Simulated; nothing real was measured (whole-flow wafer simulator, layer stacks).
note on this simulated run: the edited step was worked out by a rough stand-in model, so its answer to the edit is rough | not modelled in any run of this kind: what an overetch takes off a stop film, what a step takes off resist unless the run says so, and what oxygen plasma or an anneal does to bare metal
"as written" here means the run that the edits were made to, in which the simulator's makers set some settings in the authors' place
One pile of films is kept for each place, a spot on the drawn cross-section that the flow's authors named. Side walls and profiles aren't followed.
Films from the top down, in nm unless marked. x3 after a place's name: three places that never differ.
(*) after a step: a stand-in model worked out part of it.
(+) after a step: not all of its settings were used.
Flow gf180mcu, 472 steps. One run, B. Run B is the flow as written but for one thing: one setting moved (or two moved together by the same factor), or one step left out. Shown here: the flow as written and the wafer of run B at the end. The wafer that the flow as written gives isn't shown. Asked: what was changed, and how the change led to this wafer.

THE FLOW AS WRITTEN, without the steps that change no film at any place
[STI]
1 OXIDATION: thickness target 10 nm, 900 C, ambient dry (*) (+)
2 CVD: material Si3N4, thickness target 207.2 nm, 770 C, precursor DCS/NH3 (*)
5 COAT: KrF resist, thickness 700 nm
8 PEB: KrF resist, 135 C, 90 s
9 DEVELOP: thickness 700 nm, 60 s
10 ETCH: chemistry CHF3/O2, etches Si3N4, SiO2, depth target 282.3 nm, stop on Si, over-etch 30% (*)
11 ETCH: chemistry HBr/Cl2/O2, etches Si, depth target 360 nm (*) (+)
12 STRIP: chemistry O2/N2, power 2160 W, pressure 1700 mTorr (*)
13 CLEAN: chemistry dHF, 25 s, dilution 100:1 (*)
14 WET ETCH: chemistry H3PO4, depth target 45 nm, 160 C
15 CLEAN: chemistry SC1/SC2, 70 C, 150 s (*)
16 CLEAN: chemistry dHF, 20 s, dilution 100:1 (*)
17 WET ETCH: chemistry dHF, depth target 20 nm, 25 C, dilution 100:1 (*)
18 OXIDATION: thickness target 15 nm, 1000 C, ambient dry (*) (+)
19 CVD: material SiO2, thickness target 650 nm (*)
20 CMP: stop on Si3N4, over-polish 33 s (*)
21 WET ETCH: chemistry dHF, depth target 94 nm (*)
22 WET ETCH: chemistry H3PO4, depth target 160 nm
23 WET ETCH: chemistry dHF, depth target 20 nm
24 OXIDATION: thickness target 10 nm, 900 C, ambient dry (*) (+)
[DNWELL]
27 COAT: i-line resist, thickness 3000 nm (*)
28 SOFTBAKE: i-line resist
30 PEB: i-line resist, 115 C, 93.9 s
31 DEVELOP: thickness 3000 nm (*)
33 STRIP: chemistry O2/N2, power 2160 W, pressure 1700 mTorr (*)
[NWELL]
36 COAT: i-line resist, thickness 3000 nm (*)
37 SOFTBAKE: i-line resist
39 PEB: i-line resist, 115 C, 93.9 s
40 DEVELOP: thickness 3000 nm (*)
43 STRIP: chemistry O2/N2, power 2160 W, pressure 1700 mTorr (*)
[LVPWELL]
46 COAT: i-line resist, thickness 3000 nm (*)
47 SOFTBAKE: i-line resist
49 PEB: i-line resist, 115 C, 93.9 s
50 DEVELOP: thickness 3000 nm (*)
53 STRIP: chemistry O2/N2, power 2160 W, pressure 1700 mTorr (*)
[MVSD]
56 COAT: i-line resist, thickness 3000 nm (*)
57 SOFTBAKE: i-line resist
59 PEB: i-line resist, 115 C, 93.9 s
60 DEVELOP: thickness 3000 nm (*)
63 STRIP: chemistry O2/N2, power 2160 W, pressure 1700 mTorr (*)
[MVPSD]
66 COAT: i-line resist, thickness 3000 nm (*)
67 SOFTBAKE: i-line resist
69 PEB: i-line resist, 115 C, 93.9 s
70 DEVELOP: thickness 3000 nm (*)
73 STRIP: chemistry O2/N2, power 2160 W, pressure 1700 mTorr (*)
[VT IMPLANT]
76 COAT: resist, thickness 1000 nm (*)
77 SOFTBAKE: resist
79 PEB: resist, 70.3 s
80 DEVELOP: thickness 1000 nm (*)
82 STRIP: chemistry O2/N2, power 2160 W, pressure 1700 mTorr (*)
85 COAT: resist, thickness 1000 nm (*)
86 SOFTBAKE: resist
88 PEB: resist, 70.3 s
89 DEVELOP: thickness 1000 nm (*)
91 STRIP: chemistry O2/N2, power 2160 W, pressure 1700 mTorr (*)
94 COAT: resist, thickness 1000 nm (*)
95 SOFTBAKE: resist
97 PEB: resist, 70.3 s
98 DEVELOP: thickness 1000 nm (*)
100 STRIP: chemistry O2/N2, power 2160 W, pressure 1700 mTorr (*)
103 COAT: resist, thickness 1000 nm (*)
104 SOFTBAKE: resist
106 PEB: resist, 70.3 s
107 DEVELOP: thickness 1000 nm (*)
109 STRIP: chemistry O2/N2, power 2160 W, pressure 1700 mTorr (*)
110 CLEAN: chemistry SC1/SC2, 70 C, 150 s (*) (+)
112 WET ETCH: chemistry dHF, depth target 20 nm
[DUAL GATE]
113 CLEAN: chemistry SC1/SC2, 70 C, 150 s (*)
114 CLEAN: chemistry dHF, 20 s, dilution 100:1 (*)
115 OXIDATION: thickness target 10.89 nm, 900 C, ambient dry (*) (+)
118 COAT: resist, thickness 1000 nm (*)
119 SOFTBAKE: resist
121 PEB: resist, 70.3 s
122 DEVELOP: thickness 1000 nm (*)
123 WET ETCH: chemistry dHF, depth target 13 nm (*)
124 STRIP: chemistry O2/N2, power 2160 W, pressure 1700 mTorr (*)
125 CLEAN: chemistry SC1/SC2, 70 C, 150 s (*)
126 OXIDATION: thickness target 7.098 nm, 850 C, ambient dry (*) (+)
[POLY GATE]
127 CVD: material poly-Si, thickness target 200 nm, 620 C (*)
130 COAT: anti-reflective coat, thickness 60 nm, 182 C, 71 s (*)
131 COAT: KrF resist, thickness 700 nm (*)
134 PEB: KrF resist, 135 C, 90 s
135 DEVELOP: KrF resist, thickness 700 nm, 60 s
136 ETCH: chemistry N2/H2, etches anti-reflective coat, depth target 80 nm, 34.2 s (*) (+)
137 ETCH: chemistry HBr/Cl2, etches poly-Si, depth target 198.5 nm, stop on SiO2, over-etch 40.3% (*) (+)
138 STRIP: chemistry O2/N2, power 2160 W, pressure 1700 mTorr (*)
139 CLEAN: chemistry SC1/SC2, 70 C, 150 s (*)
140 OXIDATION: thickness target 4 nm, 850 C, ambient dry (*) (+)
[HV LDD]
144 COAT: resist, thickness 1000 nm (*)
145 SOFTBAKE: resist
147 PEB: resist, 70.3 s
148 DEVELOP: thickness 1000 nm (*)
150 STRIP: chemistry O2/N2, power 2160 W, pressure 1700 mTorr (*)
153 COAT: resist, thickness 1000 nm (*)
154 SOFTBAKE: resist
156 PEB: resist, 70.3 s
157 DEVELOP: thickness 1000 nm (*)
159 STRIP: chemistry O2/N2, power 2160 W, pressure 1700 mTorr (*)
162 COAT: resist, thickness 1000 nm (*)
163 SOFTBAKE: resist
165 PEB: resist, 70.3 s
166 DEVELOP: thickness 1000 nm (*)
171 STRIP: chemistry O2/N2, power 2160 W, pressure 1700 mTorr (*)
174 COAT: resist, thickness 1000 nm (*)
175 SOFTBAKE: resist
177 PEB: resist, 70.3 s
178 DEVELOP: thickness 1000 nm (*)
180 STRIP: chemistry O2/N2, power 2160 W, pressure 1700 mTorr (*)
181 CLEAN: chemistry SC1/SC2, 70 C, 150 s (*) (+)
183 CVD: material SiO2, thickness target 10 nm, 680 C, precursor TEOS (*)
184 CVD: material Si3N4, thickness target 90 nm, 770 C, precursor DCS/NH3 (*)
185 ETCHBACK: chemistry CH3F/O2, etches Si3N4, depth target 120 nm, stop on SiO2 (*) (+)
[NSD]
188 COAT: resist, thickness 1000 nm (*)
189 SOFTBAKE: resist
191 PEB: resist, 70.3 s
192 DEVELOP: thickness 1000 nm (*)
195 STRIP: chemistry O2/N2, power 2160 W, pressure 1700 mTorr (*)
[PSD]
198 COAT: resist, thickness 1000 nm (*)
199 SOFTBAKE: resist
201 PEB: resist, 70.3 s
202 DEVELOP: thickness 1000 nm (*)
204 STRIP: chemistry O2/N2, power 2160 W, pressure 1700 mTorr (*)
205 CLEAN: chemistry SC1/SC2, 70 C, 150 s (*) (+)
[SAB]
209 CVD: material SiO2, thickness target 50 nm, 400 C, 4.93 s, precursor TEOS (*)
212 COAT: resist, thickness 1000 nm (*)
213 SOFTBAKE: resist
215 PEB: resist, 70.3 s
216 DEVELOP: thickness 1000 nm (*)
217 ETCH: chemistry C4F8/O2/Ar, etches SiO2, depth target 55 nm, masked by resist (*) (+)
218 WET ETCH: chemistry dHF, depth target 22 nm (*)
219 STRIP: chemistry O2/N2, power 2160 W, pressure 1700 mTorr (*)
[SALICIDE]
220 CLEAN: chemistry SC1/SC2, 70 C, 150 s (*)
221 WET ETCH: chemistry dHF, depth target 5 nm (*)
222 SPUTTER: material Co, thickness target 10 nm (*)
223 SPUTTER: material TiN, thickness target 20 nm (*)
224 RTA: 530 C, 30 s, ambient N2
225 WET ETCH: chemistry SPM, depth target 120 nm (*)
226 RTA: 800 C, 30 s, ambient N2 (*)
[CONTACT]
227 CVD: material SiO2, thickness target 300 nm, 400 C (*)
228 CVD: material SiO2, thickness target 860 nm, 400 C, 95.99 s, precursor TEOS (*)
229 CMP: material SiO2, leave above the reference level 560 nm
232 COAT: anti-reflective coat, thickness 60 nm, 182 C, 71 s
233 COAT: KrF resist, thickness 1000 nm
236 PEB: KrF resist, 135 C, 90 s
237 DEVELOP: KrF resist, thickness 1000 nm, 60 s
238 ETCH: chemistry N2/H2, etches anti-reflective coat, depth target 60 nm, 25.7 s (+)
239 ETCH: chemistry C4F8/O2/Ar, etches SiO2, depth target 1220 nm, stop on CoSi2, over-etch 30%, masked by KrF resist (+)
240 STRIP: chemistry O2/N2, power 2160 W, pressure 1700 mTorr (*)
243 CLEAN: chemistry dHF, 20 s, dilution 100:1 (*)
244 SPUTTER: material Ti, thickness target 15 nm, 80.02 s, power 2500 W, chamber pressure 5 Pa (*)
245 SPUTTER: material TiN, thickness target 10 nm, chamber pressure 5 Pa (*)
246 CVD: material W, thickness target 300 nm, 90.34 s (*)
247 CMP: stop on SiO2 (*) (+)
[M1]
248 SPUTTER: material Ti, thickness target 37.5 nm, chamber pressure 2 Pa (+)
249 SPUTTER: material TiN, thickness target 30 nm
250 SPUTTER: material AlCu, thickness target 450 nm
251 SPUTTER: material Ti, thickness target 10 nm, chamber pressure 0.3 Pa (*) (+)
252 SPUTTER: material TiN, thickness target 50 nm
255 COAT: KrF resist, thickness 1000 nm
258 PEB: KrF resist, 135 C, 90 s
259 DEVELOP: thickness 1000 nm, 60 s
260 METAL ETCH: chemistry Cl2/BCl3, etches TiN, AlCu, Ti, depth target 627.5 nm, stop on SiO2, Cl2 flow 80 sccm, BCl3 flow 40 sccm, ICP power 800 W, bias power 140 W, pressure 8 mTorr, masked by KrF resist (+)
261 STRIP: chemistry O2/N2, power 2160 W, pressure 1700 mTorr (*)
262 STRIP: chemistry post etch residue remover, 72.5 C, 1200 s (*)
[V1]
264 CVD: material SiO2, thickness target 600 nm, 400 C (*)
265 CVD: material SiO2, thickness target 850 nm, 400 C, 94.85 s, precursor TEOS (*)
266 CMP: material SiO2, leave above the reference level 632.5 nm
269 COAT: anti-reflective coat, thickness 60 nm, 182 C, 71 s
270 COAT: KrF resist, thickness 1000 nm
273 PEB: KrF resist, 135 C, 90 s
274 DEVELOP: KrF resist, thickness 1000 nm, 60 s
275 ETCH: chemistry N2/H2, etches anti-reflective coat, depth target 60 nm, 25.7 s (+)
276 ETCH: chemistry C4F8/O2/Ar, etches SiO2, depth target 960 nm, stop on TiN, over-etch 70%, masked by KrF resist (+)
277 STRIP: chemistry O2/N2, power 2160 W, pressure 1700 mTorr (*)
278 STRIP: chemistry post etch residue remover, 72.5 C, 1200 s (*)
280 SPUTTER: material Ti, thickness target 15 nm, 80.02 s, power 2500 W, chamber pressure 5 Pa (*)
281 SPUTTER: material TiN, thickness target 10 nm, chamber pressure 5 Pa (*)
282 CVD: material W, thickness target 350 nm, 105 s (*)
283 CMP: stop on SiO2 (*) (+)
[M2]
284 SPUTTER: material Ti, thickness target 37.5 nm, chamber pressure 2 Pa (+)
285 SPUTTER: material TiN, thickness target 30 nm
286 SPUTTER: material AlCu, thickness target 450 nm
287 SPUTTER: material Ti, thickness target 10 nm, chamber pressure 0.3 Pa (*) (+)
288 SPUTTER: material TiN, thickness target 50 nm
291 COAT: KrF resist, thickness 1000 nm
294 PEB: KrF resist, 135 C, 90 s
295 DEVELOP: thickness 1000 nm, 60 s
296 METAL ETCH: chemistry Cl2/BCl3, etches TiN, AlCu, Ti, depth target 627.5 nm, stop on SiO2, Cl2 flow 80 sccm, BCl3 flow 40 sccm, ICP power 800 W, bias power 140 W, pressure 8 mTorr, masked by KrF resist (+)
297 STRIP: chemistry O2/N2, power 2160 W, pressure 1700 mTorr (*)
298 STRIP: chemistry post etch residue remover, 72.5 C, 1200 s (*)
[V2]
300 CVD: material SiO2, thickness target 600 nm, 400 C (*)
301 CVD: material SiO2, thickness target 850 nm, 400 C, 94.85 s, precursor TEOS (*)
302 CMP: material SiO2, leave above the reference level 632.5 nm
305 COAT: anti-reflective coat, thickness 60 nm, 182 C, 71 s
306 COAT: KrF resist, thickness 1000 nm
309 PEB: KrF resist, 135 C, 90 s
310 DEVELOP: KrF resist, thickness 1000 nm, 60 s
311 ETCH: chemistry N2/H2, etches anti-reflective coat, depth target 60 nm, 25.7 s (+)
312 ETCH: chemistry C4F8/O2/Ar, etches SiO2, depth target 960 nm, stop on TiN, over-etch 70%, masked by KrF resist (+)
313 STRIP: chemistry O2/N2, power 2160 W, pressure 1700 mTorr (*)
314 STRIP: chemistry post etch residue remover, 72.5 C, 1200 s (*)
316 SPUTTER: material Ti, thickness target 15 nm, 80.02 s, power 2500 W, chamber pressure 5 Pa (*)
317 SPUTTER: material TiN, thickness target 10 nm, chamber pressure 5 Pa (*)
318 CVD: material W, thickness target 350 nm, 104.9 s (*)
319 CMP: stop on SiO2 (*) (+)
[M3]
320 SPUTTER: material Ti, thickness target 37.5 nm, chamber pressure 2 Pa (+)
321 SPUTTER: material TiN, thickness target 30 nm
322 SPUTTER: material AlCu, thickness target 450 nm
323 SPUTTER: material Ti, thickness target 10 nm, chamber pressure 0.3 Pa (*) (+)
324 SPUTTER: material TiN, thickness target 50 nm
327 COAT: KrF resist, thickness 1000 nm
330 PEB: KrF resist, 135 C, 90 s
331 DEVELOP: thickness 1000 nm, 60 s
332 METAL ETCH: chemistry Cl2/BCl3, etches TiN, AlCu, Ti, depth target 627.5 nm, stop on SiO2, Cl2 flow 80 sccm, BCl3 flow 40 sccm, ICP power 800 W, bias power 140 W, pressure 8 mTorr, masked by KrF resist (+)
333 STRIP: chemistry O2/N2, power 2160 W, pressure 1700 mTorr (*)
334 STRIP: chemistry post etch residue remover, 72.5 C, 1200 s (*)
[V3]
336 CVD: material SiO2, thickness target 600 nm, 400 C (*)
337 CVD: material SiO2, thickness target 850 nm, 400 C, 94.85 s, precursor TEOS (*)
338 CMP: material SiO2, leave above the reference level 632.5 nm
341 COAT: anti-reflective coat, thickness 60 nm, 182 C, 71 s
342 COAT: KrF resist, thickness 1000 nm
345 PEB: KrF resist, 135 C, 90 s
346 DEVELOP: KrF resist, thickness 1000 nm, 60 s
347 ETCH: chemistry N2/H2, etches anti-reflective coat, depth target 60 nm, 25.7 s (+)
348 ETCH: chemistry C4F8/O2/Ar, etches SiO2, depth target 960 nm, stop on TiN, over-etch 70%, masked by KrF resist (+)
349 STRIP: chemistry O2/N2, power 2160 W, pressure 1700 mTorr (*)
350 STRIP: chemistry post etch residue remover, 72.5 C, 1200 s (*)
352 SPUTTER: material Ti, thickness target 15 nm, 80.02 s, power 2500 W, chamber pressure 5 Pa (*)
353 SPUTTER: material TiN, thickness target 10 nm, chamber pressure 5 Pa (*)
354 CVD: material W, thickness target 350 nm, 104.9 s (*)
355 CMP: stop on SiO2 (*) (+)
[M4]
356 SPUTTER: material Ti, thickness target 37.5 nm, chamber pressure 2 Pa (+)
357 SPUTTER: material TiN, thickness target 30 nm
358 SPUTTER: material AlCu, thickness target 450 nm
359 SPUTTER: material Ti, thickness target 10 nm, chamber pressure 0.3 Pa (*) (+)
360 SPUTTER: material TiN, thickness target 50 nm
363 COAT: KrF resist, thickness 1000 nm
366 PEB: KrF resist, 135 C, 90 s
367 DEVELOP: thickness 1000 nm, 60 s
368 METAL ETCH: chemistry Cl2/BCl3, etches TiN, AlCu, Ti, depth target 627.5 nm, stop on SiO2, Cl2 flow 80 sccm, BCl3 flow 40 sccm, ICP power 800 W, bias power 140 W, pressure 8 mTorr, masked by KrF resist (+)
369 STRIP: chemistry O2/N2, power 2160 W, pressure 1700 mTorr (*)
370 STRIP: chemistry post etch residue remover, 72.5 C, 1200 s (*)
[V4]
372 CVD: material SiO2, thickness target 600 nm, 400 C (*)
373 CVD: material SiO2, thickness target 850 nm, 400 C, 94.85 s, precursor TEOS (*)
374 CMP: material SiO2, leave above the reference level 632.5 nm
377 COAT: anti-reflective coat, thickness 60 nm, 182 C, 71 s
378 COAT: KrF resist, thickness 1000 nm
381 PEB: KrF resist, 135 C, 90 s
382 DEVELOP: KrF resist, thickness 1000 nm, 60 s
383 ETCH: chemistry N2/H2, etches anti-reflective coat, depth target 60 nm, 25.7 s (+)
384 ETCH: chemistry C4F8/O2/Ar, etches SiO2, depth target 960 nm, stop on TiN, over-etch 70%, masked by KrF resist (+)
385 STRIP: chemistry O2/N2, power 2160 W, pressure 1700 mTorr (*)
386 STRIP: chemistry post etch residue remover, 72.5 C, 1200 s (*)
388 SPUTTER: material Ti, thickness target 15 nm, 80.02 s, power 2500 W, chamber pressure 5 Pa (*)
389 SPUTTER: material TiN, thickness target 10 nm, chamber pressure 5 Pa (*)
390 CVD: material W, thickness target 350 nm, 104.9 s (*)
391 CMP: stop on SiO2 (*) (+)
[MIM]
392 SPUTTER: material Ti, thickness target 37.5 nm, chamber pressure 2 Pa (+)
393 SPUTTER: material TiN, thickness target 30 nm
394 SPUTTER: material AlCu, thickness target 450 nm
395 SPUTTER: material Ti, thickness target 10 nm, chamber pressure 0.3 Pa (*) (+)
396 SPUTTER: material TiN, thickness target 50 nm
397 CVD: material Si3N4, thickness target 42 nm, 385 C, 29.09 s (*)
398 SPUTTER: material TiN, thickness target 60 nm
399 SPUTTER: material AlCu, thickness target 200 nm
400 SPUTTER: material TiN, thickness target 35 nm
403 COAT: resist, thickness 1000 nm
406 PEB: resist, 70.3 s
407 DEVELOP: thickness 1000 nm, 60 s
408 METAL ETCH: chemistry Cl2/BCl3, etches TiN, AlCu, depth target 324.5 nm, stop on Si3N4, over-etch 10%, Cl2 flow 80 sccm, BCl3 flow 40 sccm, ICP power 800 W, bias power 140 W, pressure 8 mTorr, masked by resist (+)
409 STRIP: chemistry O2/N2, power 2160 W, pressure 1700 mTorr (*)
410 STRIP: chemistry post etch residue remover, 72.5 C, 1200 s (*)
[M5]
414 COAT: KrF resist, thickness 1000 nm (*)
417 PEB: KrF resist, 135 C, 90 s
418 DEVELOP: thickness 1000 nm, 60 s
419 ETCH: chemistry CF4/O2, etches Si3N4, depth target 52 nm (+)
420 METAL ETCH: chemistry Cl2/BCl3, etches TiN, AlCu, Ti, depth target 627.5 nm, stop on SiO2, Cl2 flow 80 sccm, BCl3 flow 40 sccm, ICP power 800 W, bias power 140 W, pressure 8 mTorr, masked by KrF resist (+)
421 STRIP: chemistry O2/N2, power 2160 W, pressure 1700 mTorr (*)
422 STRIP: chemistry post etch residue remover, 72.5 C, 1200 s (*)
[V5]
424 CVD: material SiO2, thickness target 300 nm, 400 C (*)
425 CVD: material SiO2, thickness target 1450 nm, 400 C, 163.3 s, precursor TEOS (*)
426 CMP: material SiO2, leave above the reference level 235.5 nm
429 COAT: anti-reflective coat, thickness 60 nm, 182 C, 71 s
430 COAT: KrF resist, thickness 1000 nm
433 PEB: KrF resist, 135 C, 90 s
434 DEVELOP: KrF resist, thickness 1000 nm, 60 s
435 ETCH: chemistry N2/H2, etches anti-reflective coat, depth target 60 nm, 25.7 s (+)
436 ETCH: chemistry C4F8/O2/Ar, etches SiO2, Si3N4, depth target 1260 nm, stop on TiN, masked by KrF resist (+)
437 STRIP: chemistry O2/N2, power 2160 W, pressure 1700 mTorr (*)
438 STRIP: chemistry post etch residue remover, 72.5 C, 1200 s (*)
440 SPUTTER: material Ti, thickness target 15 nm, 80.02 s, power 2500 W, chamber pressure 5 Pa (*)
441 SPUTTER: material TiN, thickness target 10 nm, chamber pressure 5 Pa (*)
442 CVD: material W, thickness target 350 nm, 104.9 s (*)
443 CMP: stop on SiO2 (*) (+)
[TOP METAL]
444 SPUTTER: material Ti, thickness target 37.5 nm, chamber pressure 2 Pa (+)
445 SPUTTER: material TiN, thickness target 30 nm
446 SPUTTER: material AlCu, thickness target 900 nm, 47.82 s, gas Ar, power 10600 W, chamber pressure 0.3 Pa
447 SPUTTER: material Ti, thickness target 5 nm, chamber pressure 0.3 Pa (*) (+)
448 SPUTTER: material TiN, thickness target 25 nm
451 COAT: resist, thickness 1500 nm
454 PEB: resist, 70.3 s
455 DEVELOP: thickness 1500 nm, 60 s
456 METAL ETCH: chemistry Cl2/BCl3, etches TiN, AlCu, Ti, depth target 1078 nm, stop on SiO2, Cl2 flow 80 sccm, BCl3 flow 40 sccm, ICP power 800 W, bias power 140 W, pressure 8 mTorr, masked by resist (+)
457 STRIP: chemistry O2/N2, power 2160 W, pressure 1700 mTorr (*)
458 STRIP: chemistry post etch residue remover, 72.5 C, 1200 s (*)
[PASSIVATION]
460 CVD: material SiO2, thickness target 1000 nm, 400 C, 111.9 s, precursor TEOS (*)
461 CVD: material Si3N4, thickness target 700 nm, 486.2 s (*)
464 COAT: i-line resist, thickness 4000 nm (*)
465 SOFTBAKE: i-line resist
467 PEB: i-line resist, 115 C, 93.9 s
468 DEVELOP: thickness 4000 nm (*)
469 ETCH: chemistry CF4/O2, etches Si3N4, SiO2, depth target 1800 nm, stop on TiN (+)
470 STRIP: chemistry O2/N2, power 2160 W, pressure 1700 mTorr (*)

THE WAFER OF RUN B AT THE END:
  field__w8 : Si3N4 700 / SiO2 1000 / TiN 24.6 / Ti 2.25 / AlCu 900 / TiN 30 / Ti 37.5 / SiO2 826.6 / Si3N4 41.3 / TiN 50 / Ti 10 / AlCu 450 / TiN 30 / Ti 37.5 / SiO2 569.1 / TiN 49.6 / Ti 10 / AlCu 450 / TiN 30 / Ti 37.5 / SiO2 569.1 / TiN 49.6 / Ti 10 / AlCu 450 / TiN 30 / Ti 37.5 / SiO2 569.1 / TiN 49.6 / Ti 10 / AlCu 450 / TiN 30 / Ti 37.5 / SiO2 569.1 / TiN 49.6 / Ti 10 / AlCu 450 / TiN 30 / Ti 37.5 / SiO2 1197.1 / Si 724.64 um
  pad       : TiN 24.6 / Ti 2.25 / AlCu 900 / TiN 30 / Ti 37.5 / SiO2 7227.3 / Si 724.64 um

The cause: step 447, SPUTTER: thickness target 2.25 nm was run, where the flow has thickness target 5 nm.
It can be read off the wafer: field__w8 has Ti 2.25, and step 447 as written asks for 5 nm.

How the change led to this, step by step:
  447 SPUTTER: material Ti, thickness target 5 nm, chamber pressure 0.3 Pa (*) (+)
      field, field__w1, field__w2 and 109 more: Ti +2.25 (new film) (as written it would be: Ti +5 (new film))
  456 METAL ETCH: chemistry Cl2/BCl3, etches TiN, AlCu, Ti, depth target 1078 nm, stop on SiO2, Cl2 flow 80 sccm, BCl3 flow 40 sccm, ICP power 800 W, bias power 140 W, pressure 8 mTorr, masked by resist (+)
      field, field__w1, field__w2 and 103 more: TiN -25 (all of it), Ti -2.25 (all of it), AlCu -900 (all of it), TiN -30 (all of it), Ti -37.5 (all of it) (as written it would be: TiN -25 (all of it), Ti -5 (all of it), AlCu -900 (all of it), TiN -30 (all of it), Ti -37.5 (all of it))
